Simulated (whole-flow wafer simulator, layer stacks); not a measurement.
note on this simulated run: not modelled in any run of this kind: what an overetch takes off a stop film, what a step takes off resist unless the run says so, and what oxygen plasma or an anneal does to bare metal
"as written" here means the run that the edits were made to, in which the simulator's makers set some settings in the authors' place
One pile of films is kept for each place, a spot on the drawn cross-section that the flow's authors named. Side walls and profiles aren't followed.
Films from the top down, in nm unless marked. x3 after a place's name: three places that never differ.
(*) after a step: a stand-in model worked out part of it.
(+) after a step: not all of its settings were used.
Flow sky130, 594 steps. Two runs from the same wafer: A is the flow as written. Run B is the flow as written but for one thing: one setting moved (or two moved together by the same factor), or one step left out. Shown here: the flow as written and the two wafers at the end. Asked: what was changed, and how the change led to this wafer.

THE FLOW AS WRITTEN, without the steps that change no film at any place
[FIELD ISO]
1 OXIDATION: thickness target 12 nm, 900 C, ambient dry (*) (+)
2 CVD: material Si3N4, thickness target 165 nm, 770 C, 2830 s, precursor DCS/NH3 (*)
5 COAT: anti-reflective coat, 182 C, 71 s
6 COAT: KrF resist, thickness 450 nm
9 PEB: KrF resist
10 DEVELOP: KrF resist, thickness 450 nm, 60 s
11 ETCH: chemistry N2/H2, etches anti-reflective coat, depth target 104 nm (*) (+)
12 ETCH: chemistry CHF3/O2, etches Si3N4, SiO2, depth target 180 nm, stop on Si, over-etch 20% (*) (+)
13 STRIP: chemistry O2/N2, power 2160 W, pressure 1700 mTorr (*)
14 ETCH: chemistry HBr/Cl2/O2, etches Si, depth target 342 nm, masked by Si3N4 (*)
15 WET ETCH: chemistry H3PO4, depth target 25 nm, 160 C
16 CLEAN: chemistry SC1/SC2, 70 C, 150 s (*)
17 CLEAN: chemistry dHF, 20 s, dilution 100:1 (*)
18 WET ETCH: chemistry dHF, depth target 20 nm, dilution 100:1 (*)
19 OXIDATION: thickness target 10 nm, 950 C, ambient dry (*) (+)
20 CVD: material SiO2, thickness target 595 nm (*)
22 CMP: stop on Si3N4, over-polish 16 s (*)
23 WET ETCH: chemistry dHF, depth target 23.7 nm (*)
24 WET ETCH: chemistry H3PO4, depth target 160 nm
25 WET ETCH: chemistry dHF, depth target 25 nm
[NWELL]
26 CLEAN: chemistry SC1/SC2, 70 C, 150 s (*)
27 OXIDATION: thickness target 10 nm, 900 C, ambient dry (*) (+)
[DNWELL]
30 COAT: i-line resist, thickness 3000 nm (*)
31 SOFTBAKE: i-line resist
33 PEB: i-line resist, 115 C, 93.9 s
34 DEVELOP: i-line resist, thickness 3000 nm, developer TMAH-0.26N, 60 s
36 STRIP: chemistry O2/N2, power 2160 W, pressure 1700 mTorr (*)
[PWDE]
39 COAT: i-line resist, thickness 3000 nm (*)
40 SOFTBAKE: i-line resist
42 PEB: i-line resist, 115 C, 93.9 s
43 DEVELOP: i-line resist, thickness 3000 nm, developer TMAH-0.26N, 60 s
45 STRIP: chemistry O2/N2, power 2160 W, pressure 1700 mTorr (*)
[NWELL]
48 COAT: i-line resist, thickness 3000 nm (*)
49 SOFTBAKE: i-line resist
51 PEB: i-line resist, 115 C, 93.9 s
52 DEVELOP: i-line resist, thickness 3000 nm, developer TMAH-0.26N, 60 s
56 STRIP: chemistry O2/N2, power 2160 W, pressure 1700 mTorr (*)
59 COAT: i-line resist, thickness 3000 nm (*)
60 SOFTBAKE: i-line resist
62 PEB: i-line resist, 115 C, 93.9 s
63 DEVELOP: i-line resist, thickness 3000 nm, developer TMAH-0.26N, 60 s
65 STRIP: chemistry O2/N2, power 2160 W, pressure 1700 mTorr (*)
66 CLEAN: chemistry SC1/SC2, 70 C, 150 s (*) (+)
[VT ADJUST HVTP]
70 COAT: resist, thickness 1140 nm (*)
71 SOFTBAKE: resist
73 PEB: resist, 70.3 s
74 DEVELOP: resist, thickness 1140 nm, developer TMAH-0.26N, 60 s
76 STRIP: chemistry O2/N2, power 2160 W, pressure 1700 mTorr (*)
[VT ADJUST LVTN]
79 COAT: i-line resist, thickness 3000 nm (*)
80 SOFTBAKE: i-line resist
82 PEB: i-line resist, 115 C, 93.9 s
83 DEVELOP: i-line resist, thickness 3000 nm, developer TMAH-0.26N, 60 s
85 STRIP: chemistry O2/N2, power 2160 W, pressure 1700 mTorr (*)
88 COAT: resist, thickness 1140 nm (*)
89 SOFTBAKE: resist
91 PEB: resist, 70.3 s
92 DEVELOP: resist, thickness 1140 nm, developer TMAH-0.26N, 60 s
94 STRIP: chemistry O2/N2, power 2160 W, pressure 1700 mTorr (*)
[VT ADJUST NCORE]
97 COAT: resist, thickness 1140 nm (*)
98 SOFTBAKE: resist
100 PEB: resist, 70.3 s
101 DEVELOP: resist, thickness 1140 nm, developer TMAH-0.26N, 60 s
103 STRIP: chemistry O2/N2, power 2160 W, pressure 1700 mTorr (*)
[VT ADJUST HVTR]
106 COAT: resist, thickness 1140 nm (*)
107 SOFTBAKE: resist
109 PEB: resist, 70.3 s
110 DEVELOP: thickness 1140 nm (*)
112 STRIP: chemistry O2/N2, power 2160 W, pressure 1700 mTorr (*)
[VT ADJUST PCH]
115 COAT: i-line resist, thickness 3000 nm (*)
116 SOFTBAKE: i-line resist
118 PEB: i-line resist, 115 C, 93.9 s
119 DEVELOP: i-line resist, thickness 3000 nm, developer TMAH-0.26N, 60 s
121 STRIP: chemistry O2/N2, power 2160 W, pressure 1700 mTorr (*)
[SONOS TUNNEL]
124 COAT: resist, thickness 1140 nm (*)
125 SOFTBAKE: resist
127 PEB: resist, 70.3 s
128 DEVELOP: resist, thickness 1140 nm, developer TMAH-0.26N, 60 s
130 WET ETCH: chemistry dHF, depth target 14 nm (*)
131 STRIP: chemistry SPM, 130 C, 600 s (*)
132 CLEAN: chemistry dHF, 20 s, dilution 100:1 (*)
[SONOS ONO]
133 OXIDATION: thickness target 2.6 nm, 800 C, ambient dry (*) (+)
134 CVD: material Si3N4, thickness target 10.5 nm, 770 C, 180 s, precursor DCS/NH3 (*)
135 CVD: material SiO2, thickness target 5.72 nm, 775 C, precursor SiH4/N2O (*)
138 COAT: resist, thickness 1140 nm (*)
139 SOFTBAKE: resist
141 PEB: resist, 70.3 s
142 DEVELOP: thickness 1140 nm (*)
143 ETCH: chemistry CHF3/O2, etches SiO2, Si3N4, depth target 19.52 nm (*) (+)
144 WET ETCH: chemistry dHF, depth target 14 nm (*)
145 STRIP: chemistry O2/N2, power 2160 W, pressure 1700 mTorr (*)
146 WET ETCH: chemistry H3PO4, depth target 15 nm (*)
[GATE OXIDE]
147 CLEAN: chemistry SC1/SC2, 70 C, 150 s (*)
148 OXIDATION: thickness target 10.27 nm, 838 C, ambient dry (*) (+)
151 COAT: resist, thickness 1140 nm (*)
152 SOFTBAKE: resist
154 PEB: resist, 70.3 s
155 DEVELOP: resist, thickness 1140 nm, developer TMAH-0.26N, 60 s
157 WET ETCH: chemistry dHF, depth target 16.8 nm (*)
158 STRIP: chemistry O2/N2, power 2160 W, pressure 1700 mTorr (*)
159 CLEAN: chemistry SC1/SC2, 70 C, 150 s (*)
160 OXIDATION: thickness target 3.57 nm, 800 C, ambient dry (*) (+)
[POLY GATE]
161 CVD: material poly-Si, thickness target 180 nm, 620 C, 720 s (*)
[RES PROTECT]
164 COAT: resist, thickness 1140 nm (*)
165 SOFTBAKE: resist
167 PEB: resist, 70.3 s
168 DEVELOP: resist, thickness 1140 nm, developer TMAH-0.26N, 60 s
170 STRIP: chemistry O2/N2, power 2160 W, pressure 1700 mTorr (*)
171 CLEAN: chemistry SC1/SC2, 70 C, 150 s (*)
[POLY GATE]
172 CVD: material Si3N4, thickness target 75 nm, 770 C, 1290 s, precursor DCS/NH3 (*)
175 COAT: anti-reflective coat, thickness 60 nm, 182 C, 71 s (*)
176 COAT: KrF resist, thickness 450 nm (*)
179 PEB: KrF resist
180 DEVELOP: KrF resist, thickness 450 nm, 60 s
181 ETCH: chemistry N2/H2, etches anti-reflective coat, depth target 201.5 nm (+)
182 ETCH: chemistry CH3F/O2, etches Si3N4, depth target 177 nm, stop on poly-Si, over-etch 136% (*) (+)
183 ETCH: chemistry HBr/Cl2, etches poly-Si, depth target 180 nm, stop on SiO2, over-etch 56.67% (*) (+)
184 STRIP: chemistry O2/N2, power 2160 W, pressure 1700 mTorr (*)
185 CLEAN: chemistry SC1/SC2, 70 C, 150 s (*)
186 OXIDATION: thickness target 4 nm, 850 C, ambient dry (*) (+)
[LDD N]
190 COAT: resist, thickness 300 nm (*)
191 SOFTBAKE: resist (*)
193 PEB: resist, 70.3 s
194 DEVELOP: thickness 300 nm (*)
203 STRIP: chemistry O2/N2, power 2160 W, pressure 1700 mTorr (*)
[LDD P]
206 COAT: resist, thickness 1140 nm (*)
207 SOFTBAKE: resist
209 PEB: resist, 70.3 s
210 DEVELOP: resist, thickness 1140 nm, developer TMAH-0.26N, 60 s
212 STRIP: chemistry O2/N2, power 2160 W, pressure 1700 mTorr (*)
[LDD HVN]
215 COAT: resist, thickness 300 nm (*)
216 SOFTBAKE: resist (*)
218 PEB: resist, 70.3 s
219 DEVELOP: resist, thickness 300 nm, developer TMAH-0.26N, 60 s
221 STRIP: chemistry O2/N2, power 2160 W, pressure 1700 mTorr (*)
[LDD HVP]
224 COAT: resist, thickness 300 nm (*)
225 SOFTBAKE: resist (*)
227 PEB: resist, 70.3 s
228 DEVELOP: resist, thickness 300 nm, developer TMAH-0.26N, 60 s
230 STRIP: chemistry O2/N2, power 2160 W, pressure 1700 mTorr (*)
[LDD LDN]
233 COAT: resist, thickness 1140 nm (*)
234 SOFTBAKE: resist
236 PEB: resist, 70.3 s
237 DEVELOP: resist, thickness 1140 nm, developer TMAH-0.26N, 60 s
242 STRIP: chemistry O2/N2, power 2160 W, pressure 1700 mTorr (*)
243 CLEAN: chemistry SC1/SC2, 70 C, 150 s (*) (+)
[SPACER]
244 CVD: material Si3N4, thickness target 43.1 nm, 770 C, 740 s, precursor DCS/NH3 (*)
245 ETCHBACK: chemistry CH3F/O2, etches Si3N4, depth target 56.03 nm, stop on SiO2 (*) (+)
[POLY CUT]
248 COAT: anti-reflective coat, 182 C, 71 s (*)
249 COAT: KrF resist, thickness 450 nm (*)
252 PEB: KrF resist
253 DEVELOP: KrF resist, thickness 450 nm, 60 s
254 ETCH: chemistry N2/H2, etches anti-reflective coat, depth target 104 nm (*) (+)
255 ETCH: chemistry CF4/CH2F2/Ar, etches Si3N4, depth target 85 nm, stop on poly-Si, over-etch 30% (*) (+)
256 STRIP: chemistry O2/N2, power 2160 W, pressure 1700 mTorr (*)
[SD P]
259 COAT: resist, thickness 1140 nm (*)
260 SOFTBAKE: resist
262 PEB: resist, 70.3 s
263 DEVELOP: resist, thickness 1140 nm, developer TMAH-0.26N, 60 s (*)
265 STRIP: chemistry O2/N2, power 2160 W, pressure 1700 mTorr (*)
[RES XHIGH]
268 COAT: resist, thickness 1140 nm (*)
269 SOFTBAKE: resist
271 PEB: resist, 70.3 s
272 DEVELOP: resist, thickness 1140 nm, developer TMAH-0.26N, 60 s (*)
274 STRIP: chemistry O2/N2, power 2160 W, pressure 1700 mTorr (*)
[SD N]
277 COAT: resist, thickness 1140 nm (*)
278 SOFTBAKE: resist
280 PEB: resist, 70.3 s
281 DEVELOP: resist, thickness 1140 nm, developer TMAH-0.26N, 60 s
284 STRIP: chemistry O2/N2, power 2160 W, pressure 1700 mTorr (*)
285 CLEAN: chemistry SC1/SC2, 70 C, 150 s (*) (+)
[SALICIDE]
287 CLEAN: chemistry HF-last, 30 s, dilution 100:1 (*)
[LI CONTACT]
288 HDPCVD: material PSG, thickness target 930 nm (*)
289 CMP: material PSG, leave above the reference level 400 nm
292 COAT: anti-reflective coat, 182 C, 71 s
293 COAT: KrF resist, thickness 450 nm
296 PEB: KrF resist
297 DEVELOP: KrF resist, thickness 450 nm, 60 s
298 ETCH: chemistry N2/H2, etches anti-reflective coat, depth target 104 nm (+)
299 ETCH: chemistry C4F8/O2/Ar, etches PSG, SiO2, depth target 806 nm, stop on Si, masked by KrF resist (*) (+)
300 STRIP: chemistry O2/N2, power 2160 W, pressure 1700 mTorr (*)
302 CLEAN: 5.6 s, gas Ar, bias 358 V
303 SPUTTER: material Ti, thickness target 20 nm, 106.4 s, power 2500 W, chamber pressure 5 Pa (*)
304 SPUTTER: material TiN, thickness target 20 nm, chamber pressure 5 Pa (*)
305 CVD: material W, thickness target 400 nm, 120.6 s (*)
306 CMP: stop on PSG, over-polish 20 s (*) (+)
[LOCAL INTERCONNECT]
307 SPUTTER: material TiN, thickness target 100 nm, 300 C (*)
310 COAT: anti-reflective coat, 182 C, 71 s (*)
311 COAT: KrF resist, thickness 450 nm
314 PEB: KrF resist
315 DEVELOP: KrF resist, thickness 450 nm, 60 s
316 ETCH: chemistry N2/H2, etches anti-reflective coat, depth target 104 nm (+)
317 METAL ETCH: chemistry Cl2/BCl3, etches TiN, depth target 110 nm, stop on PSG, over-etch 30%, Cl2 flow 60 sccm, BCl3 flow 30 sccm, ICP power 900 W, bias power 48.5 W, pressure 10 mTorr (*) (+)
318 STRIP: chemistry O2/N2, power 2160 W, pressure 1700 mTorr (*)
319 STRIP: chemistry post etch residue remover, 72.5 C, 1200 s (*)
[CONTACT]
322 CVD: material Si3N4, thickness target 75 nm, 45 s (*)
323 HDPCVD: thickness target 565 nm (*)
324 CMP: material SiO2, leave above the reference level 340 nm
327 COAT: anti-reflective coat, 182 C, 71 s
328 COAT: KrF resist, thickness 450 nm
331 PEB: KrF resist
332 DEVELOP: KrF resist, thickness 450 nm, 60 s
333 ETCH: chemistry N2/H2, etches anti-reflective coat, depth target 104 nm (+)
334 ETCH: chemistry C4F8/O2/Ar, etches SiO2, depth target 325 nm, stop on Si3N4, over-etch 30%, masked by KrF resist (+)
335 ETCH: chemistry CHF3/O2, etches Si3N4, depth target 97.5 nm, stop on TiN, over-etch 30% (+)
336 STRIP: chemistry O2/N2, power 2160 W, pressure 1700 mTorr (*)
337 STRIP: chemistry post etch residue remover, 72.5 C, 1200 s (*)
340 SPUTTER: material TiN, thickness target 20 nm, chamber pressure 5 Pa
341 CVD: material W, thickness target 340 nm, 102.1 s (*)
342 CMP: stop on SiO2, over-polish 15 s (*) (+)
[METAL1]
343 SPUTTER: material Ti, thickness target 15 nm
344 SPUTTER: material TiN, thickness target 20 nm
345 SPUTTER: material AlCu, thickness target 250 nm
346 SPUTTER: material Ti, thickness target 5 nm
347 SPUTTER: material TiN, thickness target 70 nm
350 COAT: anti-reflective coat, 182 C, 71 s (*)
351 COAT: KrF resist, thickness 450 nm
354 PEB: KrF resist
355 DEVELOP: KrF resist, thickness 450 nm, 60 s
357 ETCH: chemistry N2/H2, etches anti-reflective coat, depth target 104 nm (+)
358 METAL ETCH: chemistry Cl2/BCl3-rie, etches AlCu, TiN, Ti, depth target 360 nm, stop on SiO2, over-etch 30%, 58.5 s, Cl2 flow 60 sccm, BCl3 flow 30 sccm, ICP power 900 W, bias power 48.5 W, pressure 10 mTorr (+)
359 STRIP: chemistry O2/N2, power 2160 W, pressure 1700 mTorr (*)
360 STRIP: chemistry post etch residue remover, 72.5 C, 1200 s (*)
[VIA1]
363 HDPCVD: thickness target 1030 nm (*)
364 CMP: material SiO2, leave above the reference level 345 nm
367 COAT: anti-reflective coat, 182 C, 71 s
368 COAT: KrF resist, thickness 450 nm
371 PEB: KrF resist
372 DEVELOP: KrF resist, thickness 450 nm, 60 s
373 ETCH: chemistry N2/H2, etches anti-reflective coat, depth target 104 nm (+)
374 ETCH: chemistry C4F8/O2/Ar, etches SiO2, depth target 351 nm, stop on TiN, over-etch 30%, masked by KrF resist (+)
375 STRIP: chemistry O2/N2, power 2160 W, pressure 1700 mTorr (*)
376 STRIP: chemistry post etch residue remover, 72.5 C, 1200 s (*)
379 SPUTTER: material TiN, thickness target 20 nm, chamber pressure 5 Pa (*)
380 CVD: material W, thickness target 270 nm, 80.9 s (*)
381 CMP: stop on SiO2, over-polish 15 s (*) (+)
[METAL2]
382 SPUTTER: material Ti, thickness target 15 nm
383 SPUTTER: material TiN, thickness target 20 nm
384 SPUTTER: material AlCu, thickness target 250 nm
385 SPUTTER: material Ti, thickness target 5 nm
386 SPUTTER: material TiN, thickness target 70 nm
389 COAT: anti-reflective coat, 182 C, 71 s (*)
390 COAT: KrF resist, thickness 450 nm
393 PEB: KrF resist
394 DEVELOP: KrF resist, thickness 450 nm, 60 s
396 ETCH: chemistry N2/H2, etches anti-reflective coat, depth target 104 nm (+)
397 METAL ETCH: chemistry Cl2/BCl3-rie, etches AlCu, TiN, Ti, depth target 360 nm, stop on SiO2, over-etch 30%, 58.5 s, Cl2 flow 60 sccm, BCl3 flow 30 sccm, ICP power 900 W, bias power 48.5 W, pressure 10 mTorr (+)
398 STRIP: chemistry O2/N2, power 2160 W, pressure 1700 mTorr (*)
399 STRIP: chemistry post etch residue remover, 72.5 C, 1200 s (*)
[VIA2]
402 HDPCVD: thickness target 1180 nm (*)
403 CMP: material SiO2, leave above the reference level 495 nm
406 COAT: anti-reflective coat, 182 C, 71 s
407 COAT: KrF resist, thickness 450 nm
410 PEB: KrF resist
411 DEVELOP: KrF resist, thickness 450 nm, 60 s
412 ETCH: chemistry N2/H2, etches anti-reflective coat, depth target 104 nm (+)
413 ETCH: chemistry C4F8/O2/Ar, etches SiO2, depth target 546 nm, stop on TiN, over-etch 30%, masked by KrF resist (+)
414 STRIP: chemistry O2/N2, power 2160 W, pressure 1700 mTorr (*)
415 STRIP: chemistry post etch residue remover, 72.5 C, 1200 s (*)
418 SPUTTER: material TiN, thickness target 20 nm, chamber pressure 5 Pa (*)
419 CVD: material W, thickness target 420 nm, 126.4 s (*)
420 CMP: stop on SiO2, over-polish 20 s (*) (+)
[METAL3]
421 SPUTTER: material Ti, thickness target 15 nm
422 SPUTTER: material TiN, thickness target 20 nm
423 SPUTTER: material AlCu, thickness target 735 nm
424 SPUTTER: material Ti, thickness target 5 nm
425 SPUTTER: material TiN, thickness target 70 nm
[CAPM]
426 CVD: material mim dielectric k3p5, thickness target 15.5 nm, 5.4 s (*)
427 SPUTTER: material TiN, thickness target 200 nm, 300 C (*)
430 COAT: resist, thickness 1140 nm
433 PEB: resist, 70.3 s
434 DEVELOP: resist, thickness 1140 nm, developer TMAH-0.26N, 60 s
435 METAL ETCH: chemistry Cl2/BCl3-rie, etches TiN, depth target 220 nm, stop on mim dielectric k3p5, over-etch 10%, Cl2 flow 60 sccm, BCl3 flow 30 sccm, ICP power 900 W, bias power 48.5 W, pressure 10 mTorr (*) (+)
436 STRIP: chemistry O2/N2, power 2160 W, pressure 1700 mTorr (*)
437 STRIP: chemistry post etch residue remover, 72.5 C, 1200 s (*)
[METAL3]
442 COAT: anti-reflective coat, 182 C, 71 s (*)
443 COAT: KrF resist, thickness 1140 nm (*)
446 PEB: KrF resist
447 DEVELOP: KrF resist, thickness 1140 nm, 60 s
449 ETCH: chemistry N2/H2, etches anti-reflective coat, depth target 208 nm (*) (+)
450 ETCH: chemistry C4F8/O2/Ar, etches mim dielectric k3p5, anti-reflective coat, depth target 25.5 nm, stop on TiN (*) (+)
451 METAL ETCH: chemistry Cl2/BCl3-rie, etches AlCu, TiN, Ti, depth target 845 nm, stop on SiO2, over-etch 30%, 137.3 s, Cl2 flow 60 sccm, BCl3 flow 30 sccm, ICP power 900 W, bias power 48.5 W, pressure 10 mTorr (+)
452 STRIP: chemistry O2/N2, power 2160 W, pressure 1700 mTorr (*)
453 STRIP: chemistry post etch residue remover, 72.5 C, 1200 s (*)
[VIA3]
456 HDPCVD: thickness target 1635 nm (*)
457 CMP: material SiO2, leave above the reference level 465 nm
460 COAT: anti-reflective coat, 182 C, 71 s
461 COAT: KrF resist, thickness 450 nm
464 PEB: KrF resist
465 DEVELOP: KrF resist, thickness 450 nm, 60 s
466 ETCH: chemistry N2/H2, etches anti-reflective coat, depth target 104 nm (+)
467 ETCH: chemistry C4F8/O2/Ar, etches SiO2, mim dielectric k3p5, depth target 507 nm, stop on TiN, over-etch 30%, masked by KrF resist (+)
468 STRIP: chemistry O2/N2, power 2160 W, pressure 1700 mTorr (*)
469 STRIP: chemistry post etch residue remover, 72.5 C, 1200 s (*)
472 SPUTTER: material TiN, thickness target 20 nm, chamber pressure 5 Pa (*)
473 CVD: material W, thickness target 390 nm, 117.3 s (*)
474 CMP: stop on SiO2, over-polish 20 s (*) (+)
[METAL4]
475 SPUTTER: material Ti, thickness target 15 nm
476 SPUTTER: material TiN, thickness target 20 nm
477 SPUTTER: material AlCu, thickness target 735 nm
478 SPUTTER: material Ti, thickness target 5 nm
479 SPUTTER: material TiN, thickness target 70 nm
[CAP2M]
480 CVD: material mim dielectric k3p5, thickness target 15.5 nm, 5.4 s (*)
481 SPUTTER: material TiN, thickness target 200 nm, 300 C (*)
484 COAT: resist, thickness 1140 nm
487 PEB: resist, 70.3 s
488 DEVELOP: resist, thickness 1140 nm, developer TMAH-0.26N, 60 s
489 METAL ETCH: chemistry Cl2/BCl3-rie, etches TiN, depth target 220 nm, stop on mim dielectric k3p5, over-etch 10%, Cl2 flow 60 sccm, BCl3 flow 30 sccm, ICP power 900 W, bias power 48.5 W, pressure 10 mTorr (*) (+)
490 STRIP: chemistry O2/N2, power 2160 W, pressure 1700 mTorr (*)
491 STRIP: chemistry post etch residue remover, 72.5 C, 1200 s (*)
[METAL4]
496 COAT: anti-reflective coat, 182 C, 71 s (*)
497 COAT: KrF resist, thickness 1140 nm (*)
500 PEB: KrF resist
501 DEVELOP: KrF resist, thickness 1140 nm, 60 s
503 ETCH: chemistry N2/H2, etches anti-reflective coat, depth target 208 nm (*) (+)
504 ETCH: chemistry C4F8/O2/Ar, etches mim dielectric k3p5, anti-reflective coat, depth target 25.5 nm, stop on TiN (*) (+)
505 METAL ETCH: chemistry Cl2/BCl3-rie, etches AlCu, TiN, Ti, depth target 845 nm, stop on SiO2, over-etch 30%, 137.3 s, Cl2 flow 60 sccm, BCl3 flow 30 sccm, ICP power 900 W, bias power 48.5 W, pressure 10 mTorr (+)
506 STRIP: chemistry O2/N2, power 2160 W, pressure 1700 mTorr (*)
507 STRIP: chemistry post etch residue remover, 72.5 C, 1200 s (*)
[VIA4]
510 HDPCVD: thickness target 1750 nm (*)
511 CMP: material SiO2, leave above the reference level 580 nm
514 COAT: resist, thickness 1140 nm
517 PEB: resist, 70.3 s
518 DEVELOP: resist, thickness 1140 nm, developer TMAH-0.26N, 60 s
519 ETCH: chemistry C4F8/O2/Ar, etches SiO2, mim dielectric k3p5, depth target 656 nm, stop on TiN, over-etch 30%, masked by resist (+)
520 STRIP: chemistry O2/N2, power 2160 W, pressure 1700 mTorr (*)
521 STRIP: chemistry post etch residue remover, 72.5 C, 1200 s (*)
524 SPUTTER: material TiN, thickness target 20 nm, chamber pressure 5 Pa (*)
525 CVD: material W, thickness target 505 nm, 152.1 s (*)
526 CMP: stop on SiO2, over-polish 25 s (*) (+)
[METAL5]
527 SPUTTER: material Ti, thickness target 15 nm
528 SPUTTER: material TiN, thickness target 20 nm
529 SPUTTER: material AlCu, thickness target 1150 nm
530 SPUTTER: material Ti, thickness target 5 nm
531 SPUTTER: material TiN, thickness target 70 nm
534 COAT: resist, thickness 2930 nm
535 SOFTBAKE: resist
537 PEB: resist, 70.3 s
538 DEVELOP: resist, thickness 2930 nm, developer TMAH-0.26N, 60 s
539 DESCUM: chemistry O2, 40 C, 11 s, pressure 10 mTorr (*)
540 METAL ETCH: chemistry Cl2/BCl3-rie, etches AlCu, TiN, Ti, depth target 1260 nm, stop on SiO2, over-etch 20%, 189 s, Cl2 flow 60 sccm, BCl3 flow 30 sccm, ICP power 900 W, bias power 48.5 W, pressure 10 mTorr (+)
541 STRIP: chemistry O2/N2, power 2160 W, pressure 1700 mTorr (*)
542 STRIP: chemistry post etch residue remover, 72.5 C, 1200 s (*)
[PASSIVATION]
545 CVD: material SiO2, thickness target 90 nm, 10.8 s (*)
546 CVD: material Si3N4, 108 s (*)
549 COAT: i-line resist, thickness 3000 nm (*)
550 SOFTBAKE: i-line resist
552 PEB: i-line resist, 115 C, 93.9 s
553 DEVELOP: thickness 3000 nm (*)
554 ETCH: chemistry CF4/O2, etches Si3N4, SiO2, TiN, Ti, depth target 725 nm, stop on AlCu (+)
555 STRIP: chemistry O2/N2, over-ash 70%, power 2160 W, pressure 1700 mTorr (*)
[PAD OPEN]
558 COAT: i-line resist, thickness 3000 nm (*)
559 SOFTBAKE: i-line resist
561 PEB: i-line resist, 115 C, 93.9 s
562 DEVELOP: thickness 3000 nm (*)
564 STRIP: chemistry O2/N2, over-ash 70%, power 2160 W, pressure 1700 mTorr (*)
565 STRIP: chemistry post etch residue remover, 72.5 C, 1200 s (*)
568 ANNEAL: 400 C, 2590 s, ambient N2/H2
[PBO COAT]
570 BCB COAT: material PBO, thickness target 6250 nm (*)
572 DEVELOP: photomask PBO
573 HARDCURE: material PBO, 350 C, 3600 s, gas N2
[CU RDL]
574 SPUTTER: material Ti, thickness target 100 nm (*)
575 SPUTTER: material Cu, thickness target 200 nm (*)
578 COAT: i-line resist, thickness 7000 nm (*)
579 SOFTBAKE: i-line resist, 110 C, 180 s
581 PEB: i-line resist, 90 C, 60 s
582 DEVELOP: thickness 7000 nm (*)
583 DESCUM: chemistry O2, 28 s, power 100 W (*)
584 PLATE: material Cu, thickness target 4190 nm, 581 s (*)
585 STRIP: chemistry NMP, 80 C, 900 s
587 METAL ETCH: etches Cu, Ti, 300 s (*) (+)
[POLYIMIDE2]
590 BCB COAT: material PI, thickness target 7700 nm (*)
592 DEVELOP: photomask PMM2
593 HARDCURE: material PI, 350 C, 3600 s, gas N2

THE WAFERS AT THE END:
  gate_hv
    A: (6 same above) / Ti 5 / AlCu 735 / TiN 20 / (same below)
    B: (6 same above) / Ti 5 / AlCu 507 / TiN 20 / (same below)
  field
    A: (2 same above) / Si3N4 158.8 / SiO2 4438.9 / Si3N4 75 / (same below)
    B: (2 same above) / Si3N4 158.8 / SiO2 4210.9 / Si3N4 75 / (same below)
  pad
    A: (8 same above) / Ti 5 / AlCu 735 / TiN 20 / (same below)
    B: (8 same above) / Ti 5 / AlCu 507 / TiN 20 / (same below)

The cause: step 477, SPUTTER: thickness target 507 nm was run, where the flow has thickness target 735 nm.
It can be read off the wafer: gate_hv has AlCu 507, and step 477 as written asks for 735 nm.

How the change led to this, step by step:
  477 SPUTTER: material AlCu, thickness target 735 nm
      field, active, n_well and 189 more: A AlCu +735 (new film) | B AlCu +507 (new film)
  505 METAL ETCH: chemistry Cl2/BCl3-rie, etches AlCu, TiN, Ti, depth target 845 nm, stop on SiO2, over-etch 30%, 137.3 s, Cl2 flow 60 sccm, BCl3 flow 30 sccm, ICP power 900 W, bias power 48.5 W, pressure 10 mTorr (+)
      field, gate, spacer and 64 more: A TiN -70 (all of it), Ti -5 (all of it), AlCu -735 (all of it), TiN -20 (all of it), Ti -15 (all of it), SiO2 -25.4 | B TiN -70 (all of it), Ti -5 (all of it), AlCu -507 (all of it), TiN -20 (all of it), Ti -15 (all of it), SiO2 -48.2
      vpp_iso1, m1_ln, rpo_hd and 6 more: A TiN -70 (all of it), Ti -5 (all of it), AlCu -735 (all of it), TiN -20 (all of it), Ti -15 (all of it), SiO2 -25.3 | B TiN -70 (all of it), Ti -5 (all of it), AlCu -507 (all of it), TiN -20 (all of it), Ti -15 (all of it), SiO2 -48.1
      (and at 12 more places)
  511 CMP: material SiO2, leave above the reference level 580 nm
      field, gate, spacer and 71 more: A SiO2 -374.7 | B SiO2 -579.8
      active, via2_hole, sonos_guard_hv, iso_guard_nw, rxpo_ln, rpm_encl_urpm: A SiO2 -374.7 | B SiO2 -579.9
      (and at 8 more places)
